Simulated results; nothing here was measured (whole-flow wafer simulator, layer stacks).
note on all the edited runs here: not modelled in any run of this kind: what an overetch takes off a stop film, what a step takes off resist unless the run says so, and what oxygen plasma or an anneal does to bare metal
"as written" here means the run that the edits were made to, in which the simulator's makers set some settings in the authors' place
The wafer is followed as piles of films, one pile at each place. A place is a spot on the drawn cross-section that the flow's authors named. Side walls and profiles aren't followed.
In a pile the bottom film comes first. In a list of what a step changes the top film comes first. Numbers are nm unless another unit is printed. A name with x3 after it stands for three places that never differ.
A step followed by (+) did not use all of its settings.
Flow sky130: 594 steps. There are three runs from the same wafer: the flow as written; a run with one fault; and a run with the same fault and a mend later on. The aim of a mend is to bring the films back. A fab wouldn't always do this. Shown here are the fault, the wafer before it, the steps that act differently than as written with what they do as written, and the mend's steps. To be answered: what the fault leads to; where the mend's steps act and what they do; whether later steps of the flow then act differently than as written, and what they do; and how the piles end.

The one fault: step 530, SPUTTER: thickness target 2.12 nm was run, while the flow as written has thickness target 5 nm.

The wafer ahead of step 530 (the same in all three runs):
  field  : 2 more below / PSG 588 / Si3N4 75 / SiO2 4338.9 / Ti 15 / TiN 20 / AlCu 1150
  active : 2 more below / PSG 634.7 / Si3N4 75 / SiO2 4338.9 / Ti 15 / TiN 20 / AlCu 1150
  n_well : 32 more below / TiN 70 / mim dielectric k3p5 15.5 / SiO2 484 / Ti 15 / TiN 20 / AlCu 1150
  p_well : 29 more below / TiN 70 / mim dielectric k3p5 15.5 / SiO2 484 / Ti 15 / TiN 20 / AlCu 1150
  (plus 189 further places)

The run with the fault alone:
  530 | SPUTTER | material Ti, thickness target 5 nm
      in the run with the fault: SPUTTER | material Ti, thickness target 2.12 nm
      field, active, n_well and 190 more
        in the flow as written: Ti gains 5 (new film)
        in the run with the fault: Ti gains 2.12 (new film)
  Steps further on in the flow that do not act as written (not shown: 21 more steps that differ only slightly, by at most 2% or 0.5 nm, whichever is larger):
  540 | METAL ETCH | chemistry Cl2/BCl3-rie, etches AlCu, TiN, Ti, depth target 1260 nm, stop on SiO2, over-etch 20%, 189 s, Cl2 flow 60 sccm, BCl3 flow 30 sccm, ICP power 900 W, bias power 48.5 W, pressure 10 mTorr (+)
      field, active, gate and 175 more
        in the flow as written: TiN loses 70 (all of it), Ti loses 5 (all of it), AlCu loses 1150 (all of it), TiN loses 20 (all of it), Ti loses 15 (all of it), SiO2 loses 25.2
        in the run with the fault: TiN loses 70 (all of it), Ti loses 2.12 (all of it), AlCu loses 1150 (all of it), TiN loses 20 (all of it), Ti loses 15 (all of it), SiO2 loses 25.5
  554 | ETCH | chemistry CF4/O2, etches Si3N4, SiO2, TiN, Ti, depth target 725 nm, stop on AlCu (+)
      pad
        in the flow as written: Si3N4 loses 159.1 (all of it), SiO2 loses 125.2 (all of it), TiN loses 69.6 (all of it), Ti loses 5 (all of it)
        in the run with the fault: Si3N4 loses 159.1 (all of it), SiO2 loses 125.2 (all of it), TiN loses 69.6 (all of it), Ti loses 2.12 (all of it)
  At n_well, p_well, sd_n and 11 more, the piles at the end differ from the flow's by more than 2% or 0.5 nm, whichever is larger.
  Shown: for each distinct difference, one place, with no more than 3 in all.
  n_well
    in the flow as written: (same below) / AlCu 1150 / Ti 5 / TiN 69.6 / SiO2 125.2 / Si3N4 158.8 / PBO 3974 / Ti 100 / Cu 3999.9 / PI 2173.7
    in the run with the fault: (same below) / AlCu 1150 / Ti 2.12 / TiN 69.6 / SiO2 125.2 / Si3N4 158.8 / PBO 3976.1 / Ti 100 / Cu 3999.9 / PI 2174
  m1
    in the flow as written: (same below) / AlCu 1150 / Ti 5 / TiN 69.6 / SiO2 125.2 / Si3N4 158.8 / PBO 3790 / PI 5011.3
    in the run with the fault: (same below) / AlCu 1150 / Ti 2.12 / TiN 69.6 / SiO2 125.2 / Si3N4 158.8 / PBO 3792.4 / PI 5011.4
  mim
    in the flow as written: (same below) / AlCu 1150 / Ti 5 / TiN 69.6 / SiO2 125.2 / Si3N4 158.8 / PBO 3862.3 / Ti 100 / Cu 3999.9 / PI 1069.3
    in the run with the fault: (same below) / AlCu 1150 / Ti 2.12 / TiN 69.6 / SiO2 125.2 / Si3N4 158.8 / PBO 3864.5 / Ti 100 / Cu 3999.9 / PI 1069.6

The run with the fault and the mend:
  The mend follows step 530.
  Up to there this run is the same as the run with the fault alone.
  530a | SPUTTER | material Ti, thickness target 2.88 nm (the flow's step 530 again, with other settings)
      field, active, n_well and 190 more
        Ti gains 2.88
  Later steps of the flow that are run all act as written at every place that is followed.
  At every place that both follow, the piles at the end match the flow's.
